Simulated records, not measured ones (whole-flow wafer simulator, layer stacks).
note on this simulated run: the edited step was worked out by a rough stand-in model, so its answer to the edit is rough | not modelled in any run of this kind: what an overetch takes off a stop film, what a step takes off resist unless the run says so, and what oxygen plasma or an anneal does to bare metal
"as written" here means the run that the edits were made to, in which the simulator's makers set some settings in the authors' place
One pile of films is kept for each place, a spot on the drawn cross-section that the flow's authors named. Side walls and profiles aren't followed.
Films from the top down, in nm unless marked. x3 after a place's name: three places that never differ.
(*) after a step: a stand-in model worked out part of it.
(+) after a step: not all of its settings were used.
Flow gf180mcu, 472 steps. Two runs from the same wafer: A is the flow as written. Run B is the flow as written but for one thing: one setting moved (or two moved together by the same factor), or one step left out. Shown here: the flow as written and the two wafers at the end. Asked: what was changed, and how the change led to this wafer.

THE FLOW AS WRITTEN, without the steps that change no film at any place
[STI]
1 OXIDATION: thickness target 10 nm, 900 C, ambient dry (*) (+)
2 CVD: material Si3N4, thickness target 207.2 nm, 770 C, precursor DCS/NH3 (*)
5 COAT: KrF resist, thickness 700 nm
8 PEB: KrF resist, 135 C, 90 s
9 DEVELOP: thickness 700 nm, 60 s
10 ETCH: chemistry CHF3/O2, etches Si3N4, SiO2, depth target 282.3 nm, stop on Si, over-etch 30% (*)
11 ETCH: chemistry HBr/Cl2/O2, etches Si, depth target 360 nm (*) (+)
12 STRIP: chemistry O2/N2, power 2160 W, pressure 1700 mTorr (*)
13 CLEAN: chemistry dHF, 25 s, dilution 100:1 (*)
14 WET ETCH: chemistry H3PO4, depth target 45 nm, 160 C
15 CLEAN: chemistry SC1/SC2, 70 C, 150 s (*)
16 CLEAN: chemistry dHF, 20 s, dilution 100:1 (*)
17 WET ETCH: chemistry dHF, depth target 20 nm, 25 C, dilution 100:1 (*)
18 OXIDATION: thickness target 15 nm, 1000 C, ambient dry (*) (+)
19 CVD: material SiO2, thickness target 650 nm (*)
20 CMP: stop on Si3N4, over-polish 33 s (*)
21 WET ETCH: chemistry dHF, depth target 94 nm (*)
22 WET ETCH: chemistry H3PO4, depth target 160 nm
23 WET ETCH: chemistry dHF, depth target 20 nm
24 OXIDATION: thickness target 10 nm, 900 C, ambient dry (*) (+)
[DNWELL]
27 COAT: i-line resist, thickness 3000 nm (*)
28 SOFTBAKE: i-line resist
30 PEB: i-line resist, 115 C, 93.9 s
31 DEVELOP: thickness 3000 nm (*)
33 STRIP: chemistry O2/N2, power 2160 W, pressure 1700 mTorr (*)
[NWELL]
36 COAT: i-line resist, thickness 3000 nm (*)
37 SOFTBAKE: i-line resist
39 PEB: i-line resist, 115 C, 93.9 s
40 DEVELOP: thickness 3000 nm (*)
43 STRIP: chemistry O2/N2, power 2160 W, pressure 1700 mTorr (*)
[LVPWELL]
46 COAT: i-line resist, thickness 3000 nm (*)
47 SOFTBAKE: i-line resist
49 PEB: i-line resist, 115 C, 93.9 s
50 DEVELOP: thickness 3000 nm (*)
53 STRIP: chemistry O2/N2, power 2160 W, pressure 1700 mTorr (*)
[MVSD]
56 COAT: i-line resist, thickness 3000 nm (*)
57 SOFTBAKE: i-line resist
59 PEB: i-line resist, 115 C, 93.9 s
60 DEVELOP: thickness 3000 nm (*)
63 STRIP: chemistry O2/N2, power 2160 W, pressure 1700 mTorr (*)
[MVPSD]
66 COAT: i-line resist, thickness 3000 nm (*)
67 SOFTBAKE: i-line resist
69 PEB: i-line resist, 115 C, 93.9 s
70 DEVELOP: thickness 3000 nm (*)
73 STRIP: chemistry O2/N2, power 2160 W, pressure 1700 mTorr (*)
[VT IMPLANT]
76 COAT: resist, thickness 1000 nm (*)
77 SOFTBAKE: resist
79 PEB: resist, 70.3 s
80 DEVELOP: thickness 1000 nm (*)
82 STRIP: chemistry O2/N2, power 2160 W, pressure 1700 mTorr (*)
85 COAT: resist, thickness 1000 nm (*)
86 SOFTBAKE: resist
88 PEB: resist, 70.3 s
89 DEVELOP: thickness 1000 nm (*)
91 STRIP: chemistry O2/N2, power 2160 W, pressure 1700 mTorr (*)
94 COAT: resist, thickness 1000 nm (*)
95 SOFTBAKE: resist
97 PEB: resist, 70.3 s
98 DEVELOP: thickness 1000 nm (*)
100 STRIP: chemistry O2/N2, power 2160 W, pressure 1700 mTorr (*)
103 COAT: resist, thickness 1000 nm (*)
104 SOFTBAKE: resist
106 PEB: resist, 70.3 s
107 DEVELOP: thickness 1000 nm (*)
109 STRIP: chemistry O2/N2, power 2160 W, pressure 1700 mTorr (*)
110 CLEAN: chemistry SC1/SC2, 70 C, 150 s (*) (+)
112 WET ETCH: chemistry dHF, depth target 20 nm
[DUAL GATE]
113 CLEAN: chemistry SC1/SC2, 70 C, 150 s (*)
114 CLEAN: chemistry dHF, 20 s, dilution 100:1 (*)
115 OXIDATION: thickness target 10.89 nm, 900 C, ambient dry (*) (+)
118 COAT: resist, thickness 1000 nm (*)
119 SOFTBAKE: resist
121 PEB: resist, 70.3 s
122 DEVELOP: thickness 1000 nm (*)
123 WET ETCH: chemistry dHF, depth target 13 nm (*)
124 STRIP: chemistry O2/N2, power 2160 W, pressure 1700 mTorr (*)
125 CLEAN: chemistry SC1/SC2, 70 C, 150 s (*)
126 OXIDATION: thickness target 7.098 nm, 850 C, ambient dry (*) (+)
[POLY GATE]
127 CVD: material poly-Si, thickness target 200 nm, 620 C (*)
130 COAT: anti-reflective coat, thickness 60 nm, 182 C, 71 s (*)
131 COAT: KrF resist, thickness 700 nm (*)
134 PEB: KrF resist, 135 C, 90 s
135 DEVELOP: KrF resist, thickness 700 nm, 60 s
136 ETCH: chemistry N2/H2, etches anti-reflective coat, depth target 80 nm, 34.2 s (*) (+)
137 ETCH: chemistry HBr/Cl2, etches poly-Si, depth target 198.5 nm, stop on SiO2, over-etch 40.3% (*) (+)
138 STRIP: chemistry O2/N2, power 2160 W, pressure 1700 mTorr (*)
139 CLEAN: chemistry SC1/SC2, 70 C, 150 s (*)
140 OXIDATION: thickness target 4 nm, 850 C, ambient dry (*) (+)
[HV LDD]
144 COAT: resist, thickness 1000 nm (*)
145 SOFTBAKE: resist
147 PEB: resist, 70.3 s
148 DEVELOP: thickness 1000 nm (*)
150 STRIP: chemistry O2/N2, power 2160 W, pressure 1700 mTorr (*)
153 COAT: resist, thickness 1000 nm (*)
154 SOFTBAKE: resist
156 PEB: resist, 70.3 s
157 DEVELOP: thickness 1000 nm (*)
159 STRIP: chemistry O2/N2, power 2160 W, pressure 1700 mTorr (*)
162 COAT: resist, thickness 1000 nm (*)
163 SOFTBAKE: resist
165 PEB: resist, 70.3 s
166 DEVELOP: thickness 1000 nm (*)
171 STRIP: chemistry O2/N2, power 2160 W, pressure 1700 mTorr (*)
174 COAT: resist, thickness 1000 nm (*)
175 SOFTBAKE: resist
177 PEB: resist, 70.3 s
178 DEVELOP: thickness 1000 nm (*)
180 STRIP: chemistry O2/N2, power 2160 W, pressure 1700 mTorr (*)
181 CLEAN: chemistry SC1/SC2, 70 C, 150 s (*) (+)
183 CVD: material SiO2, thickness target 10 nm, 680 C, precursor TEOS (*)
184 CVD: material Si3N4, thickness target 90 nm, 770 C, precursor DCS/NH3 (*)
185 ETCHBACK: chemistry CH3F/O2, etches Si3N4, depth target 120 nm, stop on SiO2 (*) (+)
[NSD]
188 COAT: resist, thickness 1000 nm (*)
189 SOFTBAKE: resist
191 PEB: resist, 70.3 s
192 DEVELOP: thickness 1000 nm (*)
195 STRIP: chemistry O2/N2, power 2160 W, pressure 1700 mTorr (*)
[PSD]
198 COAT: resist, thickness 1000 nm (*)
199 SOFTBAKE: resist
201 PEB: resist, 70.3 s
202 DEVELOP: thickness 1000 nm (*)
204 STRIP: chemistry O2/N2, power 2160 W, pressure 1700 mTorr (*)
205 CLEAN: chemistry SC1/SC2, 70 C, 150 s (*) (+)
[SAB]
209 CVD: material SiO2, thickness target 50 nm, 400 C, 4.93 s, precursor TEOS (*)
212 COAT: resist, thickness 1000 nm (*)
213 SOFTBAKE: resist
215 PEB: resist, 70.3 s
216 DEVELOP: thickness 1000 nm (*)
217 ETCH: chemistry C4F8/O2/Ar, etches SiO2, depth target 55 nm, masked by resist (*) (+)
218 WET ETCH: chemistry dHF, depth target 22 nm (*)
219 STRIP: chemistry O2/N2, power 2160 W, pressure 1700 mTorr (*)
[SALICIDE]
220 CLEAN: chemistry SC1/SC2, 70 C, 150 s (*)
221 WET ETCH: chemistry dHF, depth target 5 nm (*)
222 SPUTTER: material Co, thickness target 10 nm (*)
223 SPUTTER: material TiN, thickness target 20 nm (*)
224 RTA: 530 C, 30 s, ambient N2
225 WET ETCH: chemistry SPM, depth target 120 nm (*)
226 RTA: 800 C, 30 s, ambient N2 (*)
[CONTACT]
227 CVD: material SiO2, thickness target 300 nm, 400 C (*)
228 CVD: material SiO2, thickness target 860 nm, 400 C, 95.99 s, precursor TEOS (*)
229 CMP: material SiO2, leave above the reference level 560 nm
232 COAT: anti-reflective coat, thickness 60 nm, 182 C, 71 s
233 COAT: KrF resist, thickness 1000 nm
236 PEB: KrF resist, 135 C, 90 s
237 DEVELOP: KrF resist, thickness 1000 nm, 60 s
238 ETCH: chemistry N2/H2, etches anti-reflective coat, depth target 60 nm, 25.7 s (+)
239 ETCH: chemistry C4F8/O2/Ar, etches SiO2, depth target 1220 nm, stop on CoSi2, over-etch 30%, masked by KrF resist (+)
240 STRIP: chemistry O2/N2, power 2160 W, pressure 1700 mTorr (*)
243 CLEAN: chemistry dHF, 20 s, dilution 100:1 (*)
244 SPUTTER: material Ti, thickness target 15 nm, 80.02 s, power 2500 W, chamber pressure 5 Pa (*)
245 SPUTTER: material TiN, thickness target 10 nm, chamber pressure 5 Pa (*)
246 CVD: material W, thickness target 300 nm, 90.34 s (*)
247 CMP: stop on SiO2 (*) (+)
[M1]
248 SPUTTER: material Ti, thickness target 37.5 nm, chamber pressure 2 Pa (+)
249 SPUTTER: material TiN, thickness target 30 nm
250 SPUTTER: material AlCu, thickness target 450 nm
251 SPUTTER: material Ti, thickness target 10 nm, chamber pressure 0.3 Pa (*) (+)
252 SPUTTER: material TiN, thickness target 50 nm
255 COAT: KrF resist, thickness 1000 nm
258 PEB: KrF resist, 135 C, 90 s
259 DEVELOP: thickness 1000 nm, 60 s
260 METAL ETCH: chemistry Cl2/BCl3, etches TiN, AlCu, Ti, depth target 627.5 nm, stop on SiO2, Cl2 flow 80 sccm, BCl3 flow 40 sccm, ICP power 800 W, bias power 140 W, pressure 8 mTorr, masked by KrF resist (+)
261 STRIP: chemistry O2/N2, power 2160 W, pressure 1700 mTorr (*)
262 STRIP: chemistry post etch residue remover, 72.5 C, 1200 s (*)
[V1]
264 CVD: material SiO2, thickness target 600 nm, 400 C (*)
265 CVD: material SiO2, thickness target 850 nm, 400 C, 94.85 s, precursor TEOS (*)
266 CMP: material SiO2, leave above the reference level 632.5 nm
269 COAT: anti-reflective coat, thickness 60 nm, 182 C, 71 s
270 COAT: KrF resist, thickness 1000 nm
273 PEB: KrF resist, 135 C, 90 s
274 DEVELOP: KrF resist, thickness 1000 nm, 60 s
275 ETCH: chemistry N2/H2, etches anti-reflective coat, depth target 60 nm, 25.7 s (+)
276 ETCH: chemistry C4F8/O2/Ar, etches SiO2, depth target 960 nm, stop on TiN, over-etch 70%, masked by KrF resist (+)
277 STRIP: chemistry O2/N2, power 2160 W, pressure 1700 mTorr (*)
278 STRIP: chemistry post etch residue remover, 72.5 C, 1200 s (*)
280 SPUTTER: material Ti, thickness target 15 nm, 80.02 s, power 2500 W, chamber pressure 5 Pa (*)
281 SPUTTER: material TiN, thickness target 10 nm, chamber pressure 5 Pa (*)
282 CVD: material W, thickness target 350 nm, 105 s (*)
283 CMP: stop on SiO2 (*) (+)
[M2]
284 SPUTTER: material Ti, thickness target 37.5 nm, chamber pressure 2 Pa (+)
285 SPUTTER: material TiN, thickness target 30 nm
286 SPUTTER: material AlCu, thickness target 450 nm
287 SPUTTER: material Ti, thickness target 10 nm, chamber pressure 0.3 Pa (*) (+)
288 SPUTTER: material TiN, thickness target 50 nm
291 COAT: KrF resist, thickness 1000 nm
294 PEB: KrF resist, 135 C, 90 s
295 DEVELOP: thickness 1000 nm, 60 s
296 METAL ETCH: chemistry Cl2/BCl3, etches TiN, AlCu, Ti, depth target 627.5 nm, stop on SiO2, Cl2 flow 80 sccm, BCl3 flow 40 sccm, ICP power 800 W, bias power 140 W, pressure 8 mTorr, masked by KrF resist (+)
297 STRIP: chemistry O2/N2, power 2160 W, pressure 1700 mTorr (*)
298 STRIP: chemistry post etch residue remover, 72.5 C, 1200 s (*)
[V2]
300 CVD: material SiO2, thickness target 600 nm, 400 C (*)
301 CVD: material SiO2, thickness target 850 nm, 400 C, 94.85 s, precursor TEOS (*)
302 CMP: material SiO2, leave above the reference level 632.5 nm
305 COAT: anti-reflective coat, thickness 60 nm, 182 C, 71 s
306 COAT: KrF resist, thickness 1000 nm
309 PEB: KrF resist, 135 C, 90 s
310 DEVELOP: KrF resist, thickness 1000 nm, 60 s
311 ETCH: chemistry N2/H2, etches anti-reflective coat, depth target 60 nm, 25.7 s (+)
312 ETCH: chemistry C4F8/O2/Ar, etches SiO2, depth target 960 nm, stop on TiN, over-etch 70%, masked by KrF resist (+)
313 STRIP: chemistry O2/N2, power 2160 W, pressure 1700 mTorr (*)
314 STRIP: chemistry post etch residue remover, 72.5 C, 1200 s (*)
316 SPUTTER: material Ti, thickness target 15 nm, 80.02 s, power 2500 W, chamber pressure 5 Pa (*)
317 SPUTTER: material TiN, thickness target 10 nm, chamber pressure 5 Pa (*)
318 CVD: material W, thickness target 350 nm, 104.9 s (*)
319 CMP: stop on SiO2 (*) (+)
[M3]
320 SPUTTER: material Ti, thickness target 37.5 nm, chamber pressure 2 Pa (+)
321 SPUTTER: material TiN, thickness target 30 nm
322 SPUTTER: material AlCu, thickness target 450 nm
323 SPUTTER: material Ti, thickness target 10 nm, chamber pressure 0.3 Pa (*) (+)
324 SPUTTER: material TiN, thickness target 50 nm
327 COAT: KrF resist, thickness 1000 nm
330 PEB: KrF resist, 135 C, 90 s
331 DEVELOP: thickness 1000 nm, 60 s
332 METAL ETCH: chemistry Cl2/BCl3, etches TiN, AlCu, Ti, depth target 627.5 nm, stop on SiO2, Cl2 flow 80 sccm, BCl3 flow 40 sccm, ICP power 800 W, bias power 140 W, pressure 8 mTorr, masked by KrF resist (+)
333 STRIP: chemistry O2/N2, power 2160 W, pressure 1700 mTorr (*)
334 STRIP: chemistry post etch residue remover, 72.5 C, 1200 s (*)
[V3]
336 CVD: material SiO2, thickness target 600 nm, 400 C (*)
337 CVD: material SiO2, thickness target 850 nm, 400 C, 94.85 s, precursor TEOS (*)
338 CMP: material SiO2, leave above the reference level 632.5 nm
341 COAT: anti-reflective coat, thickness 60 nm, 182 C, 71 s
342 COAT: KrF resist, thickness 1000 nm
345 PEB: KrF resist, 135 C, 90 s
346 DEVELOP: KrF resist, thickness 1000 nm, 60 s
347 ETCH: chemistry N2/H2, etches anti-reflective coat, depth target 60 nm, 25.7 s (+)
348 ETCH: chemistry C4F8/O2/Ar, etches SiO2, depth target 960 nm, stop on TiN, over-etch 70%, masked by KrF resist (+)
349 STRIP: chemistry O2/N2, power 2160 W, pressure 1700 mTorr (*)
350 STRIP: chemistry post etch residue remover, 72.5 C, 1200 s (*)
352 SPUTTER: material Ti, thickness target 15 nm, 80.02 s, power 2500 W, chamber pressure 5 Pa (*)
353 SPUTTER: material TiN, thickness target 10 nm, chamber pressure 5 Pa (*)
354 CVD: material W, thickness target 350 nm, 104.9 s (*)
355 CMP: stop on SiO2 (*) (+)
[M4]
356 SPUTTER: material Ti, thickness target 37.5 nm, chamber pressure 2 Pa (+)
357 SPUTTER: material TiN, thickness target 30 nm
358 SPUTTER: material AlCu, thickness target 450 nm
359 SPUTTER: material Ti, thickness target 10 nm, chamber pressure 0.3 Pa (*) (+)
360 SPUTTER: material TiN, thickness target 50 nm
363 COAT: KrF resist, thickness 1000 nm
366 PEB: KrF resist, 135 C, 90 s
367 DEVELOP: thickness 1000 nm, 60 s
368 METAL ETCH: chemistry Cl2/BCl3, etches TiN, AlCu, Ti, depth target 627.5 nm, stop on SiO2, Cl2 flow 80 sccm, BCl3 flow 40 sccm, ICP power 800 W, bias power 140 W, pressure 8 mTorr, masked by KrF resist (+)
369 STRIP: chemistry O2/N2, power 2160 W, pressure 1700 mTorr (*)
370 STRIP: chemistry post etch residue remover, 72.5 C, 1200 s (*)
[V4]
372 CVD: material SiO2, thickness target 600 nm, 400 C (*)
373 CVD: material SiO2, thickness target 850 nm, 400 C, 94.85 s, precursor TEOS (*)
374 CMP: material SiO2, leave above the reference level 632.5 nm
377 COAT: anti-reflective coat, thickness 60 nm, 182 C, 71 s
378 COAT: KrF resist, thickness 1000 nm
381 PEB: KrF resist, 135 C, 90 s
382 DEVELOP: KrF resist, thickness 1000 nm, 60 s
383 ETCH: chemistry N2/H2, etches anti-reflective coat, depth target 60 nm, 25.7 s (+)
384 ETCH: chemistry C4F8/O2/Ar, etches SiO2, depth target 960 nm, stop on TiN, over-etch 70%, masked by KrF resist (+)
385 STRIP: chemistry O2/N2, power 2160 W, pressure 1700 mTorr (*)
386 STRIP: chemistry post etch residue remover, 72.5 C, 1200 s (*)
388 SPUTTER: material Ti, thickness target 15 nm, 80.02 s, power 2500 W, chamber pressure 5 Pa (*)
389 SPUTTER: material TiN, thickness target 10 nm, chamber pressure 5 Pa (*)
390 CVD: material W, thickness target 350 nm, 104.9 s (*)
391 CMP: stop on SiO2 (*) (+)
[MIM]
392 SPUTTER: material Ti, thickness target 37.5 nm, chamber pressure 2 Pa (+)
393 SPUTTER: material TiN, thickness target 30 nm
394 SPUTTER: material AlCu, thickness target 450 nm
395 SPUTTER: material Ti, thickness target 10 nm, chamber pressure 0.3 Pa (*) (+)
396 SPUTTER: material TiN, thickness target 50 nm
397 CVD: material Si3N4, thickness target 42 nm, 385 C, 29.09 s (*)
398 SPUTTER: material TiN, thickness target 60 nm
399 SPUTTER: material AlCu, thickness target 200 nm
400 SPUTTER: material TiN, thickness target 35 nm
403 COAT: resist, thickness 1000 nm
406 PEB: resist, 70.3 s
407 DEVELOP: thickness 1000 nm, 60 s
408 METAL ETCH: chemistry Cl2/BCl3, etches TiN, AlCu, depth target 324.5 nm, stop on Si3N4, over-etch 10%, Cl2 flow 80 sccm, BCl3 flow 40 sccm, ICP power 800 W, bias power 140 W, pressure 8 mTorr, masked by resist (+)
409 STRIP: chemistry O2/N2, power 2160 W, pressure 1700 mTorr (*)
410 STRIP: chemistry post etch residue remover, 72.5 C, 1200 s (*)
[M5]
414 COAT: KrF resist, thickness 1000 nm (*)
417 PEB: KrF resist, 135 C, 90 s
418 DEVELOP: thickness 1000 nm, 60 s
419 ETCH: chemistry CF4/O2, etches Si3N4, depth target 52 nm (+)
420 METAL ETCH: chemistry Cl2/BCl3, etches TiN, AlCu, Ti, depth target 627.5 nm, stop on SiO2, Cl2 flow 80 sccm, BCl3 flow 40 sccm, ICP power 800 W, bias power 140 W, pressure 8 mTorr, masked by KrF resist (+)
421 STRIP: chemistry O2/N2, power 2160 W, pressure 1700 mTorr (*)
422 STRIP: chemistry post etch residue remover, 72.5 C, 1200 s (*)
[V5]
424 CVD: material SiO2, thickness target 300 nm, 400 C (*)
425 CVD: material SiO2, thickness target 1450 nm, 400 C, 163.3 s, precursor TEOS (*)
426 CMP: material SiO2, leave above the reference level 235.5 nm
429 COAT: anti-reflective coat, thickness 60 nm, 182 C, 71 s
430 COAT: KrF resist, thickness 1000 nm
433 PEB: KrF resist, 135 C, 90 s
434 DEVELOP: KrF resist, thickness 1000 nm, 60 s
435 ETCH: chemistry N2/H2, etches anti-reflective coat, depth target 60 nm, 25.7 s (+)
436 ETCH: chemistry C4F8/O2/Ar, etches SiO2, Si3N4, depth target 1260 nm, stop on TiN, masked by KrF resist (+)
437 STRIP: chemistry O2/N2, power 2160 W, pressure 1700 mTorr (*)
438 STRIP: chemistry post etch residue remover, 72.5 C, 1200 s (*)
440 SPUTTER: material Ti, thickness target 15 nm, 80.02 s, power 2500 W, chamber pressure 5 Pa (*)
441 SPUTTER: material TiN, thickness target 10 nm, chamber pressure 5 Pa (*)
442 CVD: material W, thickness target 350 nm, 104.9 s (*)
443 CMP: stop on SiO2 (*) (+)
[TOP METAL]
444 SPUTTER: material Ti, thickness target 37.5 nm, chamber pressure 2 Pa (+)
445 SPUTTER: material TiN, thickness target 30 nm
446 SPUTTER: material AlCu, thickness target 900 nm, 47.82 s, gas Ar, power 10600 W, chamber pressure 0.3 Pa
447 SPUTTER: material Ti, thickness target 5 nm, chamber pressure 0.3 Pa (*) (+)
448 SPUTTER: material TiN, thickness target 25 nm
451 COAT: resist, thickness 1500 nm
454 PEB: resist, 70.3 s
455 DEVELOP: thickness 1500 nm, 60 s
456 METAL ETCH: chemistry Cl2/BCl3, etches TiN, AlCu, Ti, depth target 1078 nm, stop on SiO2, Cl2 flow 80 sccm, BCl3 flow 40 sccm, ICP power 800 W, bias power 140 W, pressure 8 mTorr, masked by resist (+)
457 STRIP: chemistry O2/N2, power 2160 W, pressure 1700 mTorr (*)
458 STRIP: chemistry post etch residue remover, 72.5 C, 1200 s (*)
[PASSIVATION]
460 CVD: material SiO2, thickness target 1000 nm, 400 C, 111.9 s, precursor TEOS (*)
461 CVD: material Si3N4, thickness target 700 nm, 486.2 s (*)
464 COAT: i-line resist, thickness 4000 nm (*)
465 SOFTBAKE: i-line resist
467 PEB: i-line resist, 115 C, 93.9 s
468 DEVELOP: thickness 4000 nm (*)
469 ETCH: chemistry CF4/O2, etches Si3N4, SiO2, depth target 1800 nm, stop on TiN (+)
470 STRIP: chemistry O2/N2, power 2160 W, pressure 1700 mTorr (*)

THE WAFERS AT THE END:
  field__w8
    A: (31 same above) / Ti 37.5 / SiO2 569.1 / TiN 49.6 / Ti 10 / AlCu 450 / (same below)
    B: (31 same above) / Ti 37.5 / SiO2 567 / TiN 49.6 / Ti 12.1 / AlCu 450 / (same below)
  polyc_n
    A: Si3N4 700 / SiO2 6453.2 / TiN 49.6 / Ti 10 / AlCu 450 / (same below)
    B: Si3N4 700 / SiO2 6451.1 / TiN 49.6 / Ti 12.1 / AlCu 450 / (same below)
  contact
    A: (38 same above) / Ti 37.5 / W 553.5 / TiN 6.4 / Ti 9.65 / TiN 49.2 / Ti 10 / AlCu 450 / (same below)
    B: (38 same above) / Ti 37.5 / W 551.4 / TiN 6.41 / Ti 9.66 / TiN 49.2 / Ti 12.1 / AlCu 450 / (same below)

The cause: step 251, SPUTTER: thickness target 12.1 nm was run, where the flow has thickness target 10 nm.
It can be read off the wafer: field__w8 has Ti 12.1, and step 251 as written asks for 10 nm.

How the change led to this, step by step:
  251 SPUTTER: material Ti, thickness target 10 nm, chamber pressure 0.3 Pa (*) (+)
      field, field__w1, field__w2 and 108 more: A Ti +10 (new film) | B Ti +12.1 (new film)
  260 METAL ETCH: chemistry Cl2/BCl3, etches TiN, AlCu, Ti, depth target 627.5 nm, stop on SiO2, Cl2 flow 80 sccm, BCl3 flow 40 sccm, ICP power 800 W, bias power 140 W, pressure 8 mTorr, masked by KrF resist (+)
      field, field__w1, field__w2 and 99 more: A TiN -50 (all of it), Ti -10 (all of it), AlCu -450 (all of it), TiN -30 (all of it), Ti -37.5 (all of it) | B TiN -50 (all of it), Ti -12.1 (all of it), AlCu -450 (all of it), TiN -30 (all of it), Ti -37.5 (all of it)
